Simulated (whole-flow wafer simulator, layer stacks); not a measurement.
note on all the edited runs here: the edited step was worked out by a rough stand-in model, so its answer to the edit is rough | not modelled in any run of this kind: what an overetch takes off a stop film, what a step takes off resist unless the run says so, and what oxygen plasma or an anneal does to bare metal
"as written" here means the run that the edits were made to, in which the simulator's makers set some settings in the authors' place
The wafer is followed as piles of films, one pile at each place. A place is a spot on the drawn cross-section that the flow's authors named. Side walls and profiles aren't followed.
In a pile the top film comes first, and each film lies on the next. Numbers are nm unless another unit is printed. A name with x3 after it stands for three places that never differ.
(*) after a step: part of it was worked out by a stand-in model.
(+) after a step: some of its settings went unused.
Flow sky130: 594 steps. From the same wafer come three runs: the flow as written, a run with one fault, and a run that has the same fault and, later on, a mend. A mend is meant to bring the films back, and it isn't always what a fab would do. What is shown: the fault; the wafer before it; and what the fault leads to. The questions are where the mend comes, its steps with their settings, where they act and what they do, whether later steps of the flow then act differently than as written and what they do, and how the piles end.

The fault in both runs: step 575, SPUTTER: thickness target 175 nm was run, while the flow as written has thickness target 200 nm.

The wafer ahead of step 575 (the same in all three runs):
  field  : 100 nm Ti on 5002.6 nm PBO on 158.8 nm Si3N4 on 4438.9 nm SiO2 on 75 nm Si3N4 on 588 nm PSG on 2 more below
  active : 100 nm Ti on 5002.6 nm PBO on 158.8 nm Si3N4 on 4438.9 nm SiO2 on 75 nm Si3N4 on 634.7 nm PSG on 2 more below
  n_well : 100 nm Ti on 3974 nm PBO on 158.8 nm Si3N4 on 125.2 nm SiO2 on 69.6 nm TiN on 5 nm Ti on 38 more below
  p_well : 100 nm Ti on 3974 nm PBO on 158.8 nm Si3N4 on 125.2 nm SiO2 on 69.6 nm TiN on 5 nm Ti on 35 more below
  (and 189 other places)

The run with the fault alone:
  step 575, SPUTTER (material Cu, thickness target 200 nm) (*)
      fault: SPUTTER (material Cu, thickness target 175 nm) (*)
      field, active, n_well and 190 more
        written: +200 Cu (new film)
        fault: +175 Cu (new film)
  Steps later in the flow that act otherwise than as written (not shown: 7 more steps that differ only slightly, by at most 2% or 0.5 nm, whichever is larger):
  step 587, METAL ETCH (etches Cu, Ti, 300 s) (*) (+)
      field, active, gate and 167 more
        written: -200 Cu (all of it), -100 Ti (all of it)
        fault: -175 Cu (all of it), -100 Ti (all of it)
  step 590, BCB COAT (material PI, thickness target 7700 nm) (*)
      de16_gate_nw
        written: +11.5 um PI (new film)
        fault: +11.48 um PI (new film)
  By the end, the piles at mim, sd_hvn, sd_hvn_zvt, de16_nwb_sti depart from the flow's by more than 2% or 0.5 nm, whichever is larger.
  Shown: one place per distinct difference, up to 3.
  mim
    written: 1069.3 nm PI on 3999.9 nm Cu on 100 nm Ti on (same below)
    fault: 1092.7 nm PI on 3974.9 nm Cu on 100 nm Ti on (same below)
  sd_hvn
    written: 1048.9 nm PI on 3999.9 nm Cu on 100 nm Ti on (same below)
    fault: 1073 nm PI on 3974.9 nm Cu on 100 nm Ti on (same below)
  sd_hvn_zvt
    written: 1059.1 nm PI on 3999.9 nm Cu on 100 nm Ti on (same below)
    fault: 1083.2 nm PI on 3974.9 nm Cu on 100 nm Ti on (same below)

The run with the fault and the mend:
  The mend follows step 582.
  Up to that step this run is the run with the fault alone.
  step 582a, STRIP (chemistry NMP, 80 C, 900 s)
      wcut_nhv, wcut_phv, wcut_fox_pw and 23 more
        -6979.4 i-line resist (all of it)
      gate_len, gate_lvt_sd_len, gate_p_sd_len, gate_p_hvt_sd_len, gate_p_lvt_sd_len, gate_len_250
        -6982 i-line resist (all of it)
      mim_edge_plate_strap, mim_edge_plate, mim_edge_gap, mim_edge_gap_sheet, vpp_l1ln
        -6980.8 i-line resist (all of it)
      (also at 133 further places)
  step 582b, SPUTTER (material Cu, thickness target 25 nm) (*) (a further turn of the flow's step 575, with different settings)
      field, active, n_well and 190 more
        +25 Cu
  step 582c, HMDS (120 C, 60 s) (a further turn of the flow's step 577)
      does not change any film at any place that is followed
  step 582d, COAT (i-line resist, thickness 7000 nm) (*) (a further turn of the flow's step 578)
      dice_street, wcut_nhv, wcut_phv and 18 more
        +7000 i-line resist (new film)
      poly_ln, iso_pw_fox, gate_lvt_sd, active_lvt, spacer_lvt, sonos_sd, sonos_cell_x, sonos_guard_x
        +7003.2 i-line resist (new film)
      vpp_iso2, mim_edge_plate_strap, mim_edge_plate, mim_edge_gap, mim_edge_gap_sheet, gate_hv_nvt, de16_nw_sti
        +7001.4 i-line resist (new film)
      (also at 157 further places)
  step 582e, SOFTBAKE (i-line resist, 110 C, 180 s) (a further turn of the flow's step 579)
      de16_gate_pw, de16_pw_fp, de16_pw_sti, de16_psrc_nw
        -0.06 i-line resist
      field, active_lvt
        +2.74 i-line resist
      mim, vcap_hvt
        -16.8 i-line resist
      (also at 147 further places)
  step 582f, EXPOSE (photomask CU1M) (a further turn of the flow's step 580)
      does not change any film at any place that is followed
  step 582g, PEB (i-line resist, 90 C, 60 s) (a further turn of the flow's step 581)
      field, active, n_well and 134 more
        -0.07 i-line resist
      pad
        -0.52 i-line resist
  step 582h, DEVELOP (thickness 7000 nm) (*) (a further turn of the flow's step 582)
      field, active, gate and 167 more
        -20.6 i-line resist
      n_well, p_well, sd_n, sd_p
        -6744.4 i-line resist (all of it)
      dep_nw_sti, dep_ntap_nw, de16_nw_sti
        -7000.7 i-line resist (all of it)
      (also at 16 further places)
  Every later step of the flow that is run acts as written at every place that is followed.
  The piles end the same as the flow's at every place that both follow.
